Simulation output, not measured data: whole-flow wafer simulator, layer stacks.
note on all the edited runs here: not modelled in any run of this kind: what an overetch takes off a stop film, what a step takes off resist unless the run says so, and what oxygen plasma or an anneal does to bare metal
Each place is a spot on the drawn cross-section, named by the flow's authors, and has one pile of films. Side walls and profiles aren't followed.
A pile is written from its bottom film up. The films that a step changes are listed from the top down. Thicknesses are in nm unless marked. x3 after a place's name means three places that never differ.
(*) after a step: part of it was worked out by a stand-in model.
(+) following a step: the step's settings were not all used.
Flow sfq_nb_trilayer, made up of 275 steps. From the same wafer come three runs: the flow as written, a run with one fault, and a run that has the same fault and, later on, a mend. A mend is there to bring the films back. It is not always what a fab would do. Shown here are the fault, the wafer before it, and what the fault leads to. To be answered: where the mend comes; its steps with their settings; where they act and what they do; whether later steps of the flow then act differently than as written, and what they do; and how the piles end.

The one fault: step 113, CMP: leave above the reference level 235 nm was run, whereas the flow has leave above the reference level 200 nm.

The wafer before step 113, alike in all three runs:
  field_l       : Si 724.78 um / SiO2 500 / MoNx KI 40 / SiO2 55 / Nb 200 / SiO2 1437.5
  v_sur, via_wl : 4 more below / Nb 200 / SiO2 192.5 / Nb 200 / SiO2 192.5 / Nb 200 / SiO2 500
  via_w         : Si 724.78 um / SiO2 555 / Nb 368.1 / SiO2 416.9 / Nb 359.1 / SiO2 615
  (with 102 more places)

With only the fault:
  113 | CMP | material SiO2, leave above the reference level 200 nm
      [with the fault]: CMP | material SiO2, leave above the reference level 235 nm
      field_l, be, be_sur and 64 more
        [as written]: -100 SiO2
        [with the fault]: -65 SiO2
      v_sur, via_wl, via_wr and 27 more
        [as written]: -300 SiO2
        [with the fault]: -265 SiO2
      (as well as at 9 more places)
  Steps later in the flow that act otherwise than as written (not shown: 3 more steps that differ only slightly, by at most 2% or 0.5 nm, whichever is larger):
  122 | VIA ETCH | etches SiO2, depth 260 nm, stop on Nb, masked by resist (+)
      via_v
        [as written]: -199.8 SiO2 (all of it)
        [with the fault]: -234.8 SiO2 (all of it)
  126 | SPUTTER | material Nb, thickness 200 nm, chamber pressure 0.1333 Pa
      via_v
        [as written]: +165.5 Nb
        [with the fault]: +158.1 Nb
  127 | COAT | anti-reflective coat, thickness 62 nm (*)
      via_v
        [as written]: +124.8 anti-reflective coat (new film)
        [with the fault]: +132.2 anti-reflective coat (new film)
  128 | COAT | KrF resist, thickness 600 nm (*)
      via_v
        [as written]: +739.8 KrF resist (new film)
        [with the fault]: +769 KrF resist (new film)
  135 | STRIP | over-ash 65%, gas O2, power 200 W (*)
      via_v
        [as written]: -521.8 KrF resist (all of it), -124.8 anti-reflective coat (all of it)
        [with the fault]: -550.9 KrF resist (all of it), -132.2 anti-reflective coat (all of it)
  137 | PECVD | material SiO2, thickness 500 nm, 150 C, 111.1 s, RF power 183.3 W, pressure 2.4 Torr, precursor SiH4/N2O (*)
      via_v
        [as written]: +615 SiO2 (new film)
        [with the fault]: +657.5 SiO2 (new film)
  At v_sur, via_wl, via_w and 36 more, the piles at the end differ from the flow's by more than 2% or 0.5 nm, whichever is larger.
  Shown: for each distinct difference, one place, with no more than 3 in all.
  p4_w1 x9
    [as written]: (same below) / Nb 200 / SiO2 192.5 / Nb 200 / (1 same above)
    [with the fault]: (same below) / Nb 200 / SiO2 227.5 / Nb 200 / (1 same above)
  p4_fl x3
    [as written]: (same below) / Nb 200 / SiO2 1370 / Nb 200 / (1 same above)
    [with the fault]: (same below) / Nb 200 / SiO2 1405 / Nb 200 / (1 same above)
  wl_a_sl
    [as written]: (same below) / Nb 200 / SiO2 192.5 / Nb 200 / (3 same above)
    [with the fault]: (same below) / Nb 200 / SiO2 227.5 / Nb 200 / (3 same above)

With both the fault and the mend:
  After step 114 comes the mend.
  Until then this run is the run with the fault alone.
  114a | CMP | material SiO2, leave above the reference level 200 nm (the flow's step 113 again)
      field_l, v_sur, via_wl and 103 more
        -35 SiO2
  None of the later steps of the flow acts differently than as written at any place that is followed.
  By the end, the piles equal the flow's at every place that both follow.
